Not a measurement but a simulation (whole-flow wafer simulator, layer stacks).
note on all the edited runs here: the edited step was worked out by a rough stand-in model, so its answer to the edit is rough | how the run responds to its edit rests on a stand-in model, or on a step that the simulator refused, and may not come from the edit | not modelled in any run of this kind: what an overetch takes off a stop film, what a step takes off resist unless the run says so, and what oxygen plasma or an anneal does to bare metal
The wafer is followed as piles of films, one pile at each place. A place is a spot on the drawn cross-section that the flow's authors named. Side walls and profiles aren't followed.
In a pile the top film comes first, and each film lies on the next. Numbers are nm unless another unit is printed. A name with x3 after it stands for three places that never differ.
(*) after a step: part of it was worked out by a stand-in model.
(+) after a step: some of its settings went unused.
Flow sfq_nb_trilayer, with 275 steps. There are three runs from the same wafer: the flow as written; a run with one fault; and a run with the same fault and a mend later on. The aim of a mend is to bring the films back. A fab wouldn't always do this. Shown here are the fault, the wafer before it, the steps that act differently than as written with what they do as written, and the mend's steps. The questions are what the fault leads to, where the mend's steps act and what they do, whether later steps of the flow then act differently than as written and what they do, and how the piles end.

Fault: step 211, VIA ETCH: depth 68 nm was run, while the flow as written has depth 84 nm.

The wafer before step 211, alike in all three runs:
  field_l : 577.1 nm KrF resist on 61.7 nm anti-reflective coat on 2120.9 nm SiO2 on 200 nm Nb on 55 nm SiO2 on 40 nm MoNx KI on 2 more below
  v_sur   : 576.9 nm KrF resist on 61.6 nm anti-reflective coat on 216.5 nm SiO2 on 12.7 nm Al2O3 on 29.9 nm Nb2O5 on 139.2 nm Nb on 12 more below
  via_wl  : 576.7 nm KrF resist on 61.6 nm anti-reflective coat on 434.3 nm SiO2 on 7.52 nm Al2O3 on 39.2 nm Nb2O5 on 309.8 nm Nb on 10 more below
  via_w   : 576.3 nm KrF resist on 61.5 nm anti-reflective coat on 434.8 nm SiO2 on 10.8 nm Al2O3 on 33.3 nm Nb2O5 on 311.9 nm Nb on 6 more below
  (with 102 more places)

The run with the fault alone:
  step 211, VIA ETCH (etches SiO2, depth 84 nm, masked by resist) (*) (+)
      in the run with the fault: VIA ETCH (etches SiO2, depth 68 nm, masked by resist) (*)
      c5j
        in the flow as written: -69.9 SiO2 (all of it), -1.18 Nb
        in the run with the fault: -68 SiO2
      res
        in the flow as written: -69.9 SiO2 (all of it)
        in the run with the fault: -68 SiO2
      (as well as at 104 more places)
  Steps later in the flow that act otherwise than as written (not shown: 9 more steps that differ only slightly, by at most 2% or 0.5 nm, whichever is larger):
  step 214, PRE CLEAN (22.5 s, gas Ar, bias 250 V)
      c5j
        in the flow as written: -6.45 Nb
        in the run with the fault: -1.89 SiO2 (all of it), -5.46 Nb
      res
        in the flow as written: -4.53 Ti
        in the run with the fault: -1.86 SiO2 (all of it), -4.62 Ti
  The piles end only slightly different from the flow's at the places that both follow, by no more than 2% or 0.5 nm, whichever is larger.

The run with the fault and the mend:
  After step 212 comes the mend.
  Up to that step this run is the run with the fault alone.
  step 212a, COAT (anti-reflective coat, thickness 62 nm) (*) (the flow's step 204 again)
      lsp_l, p4_fl x3, p4_w1 x9 and 52 more
        +62 anti-reflective coat (new film)
      field_r, ln_m5, lsp_m and 7 more
        +61.9 anti-reflective coat (new film)
      v_sur, via_wl
        +61.5 anti-reflective coat (new film)
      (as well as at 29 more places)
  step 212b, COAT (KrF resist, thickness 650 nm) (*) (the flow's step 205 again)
      l0_sur, p4_fl x3, p4_w1 x9 and 35 more
        +650 KrF resist (new film)
      l0v, wl_b_m5, wl_b_sr and 13 more
        +649.9 KrF resist (new film)
      ln_m6, wl_j_sl, wl_j_sr
        +650.2 KrF resist (new film)
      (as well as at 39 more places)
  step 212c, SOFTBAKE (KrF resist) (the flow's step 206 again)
      does not change any film at any place that is followed
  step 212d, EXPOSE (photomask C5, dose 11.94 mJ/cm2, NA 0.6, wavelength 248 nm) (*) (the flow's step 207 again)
      does not change any film at any place that is followed
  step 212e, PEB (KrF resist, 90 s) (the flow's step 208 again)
      field_l, sp_r, res and 81 more
        -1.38 KrF resist
      v_sur, via_wl, via_w, via_wr, via_sp, be_sur, jj_sur
        -1.37 KrF resist
      r5r_line_l, r5r_line_c, r5r_line_r
        -1.34 KrF resist
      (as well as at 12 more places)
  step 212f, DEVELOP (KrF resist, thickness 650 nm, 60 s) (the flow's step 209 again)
      field_l, v_sur, via_wl and 101 more
        -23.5 KrF resist
      c5j
        -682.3 KrF resist (all of it)
      res
        -651.6 KrF resist (all of it)
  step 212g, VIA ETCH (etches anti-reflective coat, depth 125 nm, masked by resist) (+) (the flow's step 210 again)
      field_l, v_sur, via_wl and 101 more
        -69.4 KrF resist
      c5j
        -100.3 anti-reflective coat (all of it), -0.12 SiO2
      res
        -88.7 anti-reflective coat (all of it), -0.18 SiO2
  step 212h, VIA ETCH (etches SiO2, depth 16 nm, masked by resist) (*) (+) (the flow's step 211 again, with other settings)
      field_l, v_sur, via_wl and 101 more
        -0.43 KrF resist
      c5j
        -1.77 SiO2 (all of it), -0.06 Nb
      res
        -1.68 SiO2 (all of it)
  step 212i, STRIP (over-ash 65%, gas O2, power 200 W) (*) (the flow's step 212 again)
      p4_fl x3, p4_w1 x9, p4_g1 x2 and 33 more
        -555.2 KrF resist (all of it), -62 anti-reflective coat (all of it)
      wl_b_m5, wl_b_sr, wl_c_sl and 12 more
        -555.1 KrF resist (all of it), -62 anti-reflective coat (all of it)
      wl_j_sl, wl_j_sr
        -555.4 KrF resist (all of it), -60.2 anti-reflective coat (all of it)
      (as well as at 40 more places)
  Every later step of the flow that is run acts as written, at every place that is followed, to within 2% or 0.5 nm, whichever is larger.
  The piles end only slightly different from the flow's at the places that both follow, by no more than 2% or 0.5 nm, whichever is larger.
